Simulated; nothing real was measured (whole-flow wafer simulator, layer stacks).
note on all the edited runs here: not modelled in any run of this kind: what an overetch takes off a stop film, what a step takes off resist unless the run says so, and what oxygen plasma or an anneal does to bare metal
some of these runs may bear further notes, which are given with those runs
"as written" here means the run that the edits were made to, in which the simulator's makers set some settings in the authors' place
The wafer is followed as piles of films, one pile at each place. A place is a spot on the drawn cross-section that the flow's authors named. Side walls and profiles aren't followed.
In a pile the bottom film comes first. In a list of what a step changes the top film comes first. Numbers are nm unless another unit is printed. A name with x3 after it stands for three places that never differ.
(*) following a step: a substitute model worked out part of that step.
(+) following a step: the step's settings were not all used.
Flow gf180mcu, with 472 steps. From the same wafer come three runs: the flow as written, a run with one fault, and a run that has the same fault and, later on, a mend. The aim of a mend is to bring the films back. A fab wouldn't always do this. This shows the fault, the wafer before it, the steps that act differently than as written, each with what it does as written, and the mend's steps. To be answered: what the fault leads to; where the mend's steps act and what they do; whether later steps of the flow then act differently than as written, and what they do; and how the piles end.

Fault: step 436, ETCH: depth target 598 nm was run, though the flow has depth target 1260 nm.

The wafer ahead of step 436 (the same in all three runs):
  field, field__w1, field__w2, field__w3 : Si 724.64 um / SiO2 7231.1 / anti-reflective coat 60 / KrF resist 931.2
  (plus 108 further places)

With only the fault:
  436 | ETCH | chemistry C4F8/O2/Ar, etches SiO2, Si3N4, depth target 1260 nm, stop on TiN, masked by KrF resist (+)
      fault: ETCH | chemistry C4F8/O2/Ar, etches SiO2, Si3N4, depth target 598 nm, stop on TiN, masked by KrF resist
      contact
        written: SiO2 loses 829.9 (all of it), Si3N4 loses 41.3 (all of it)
        fault: SiO2 loses 598
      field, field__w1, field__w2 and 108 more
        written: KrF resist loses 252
        fault: KrF resist loses 119.6
  Steps further on in the flow that do not act as written (1 other step is not shown; it differs only slightly, by no more than 2% or 0.5 nm, whichever is larger):
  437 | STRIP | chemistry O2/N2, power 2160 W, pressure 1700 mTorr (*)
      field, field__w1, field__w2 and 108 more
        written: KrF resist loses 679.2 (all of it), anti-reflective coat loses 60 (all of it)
        fault: KrF resist loses 811.6 (all of it), anti-reflective coat loses 60 (all of it)
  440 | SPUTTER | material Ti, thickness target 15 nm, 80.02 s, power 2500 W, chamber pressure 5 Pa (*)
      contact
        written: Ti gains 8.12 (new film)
        fault: Ti gains 9.51 (new film)
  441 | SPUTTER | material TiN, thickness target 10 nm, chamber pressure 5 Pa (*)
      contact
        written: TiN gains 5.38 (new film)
        fault: TiN gains 6.31 (new film)
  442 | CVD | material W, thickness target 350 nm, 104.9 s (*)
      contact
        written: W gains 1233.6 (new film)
        fault: W gains 957.6 (new film)
  By the end, the piles at contact depart from the flow's by more than 2% or 0.5 nm, whichever is larger.
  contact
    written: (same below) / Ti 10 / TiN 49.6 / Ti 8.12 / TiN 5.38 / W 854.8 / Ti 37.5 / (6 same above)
    fault: (same below) / Ti 10 / TiN 50 / Si3N4 41.3 / SiO2 231.9 / Ti 9.51 / TiN 6.31 / W 578.9 / Ti 37.5 / (6 same above)

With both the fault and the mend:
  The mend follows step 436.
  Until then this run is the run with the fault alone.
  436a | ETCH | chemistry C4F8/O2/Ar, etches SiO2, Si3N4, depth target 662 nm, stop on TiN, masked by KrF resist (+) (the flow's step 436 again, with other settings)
      field, field__w1, field__w2 and 108 more
        KrF resist loses 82
      contact
        SiO2 loses 231.9 (all of it), Si3N4 loses 41.3 (all of it)
  Steps further on in the flow that do not act as written:
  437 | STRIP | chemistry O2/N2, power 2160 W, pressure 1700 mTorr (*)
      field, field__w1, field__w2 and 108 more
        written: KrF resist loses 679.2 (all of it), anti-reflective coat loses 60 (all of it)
        mend: KrF resist loses 729.6 (all of it), anti-reflective coat loses 60 (all of it)
  By the end, the piles equal the flow's at every place that both follow.
